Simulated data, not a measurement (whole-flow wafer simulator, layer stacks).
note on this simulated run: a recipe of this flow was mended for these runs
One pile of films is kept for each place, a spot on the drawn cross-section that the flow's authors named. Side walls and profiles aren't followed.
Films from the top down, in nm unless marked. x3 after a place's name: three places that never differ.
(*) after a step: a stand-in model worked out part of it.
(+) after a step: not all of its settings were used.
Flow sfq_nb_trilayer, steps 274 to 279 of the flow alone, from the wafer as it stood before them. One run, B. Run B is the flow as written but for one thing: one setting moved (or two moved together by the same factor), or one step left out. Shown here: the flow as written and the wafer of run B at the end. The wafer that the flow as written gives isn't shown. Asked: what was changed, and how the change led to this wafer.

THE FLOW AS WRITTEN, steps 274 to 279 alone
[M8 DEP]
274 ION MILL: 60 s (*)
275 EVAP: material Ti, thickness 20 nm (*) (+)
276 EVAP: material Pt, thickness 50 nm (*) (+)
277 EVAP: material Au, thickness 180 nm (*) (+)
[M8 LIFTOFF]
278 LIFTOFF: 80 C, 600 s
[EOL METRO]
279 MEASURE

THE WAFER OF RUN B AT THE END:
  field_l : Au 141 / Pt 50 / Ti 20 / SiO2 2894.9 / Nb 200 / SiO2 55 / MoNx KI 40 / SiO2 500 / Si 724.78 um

The cause: step 277, EVAP: thickness 141 nm was run, where the flow has thickness 180 nm.
It can be read off the wafer: field_l has Au 141, and step 277 as written asks for 180 nm.

How the change led to this, step by step:
  277 EVAP: material Au, thickness 180 nm (*) (+)
      field_l, v_sur x3, via_wl x2 and 100 more: Au +141 (new film) (as written it would be: Au +180 (new film))
  278 LIFTOFF: 80 C, 600 s
      p4_fl x5, p4_w1 x9, p3_s0 x11 and 49 more: Au -141 (all of it), Pt -50 (all of it), Ti -20 (all of it), KrF-resist-other-grade -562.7 (all of it), lift-off-underlayer -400 (all of it) (as written it would be: Au -180 (all of it), Pt -50 (all of it), Ti -20 (all of it), KrF-resist-other-grade -562.7 (all of it), lift-off-underlayer -400 (all of it))
      r_sur, res, r_end: Au -141 (all of it), Pt -50 (all of it), Ti -20 (all of it), KrF-resist-other-grade -559.9 (all of it), lift-off-underlayer -399.5 (all of it) (as written it would be: Au -180 (all of it), Pt -50 (all of it), Ti -20 (all of it), KrF-resist-other-grade -559.9 (all of it), lift-off-underlayer -399.5 (all of it))
      (and at 18 more places)
